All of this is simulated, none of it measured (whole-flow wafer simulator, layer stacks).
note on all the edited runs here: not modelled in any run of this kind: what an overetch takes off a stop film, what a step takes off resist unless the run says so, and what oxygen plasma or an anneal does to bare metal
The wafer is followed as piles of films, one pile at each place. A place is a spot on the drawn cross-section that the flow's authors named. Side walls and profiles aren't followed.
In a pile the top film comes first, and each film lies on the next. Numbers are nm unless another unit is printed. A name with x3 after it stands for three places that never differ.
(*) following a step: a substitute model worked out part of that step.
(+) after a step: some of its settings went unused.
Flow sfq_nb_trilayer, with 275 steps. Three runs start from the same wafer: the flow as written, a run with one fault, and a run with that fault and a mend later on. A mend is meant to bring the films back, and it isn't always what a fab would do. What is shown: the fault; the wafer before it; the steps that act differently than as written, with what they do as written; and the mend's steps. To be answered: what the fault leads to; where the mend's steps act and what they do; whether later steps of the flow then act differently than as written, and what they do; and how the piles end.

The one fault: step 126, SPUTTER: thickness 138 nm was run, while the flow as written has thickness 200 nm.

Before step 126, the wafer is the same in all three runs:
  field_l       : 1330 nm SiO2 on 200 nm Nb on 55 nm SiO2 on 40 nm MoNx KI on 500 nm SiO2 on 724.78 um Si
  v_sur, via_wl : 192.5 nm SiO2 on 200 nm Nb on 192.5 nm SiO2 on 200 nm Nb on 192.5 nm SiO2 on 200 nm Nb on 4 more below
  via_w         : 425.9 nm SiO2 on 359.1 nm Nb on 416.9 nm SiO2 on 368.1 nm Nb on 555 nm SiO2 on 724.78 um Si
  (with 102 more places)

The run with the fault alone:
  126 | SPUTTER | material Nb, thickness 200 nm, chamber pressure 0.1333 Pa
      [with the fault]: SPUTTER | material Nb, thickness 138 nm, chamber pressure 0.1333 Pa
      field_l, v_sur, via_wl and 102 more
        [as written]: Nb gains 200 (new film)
        [with the fault]: Nb gains 138 (new film)
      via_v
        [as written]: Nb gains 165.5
        [with the fault]: Nb gains 113.9
  Later steps of the flow acting differently than as written (3 more steps, not shown, differ only slightly: by at most 2% or 0.5 nm, whichever is larger):
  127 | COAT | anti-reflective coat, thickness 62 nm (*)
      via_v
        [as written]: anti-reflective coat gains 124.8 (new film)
        [with the fault]: anti-reflective coat gains 121.6 (new film)
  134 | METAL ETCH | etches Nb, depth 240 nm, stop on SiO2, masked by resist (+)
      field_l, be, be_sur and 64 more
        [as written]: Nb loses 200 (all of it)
        [with the fault]: Nb loses 138 (all of it)
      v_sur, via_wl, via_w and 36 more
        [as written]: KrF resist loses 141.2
        [with the fault]: KrF resist loses 121.8
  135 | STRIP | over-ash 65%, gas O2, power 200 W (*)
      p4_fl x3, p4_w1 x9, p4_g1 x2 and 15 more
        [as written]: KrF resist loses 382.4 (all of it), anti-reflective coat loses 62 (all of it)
        [with the fault]: KrF resist loses 401.8 (all of it), anti-reflective coat loses 62 (all of it)
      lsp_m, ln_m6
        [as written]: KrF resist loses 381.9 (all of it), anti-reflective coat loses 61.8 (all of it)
        [with the fault]: KrF resist loses 401.4 (all of it), anti-reflective coat loses 61.8 (all of it)
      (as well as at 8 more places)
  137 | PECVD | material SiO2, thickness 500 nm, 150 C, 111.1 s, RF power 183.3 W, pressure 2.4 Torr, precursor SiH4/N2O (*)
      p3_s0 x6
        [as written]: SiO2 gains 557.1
        [with the fault]: SiO2 gains 500
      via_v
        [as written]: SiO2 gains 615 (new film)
        [with the fault]: SiO2 gains 598.4 (new film)
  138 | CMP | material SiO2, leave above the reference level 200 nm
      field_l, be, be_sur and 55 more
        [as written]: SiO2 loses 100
        [with the fault]: SiO2 loses 162
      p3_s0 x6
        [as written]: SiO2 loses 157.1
        [with the fault]: SiO2 loses 162
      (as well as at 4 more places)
  The piles end different from the flow's at field_l, v_sur, via_wl and 102 more by more than 2% or 0.5 nm, whichever is larger.
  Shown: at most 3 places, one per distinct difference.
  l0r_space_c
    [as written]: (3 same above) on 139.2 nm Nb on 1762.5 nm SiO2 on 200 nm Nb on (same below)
    [with the fault]: (3 same above) on 139.2 nm Nb on 1700.5 nm SiO2 on 200 nm Nb on (same below)
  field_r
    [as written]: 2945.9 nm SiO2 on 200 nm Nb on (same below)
    [with the fault]: 2883.9 nm SiO2 on 200 nm Nb on (same below)
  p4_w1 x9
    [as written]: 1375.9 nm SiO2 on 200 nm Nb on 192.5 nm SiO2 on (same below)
    [with the fault]: 1375.9 nm SiO2 on 138 nm Nb on 192.5 nm SiO2 on (same below)

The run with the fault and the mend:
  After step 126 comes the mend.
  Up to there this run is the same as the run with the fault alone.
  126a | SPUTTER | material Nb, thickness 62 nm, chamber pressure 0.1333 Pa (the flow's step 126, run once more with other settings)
      field_l, v_sur, via_wl and 102 more
        Nb gains 62
      via_v
        Nb gains 48.7
  None of the later steps of the flow differs from how it acts as written, at any place that is followed, by more than 2% or 0.5 nm, whichever is larger.
  The piles end only slightly different from the flow's at the places that both follow, by no more than 2% or 0.5 nm, whichever is larger.
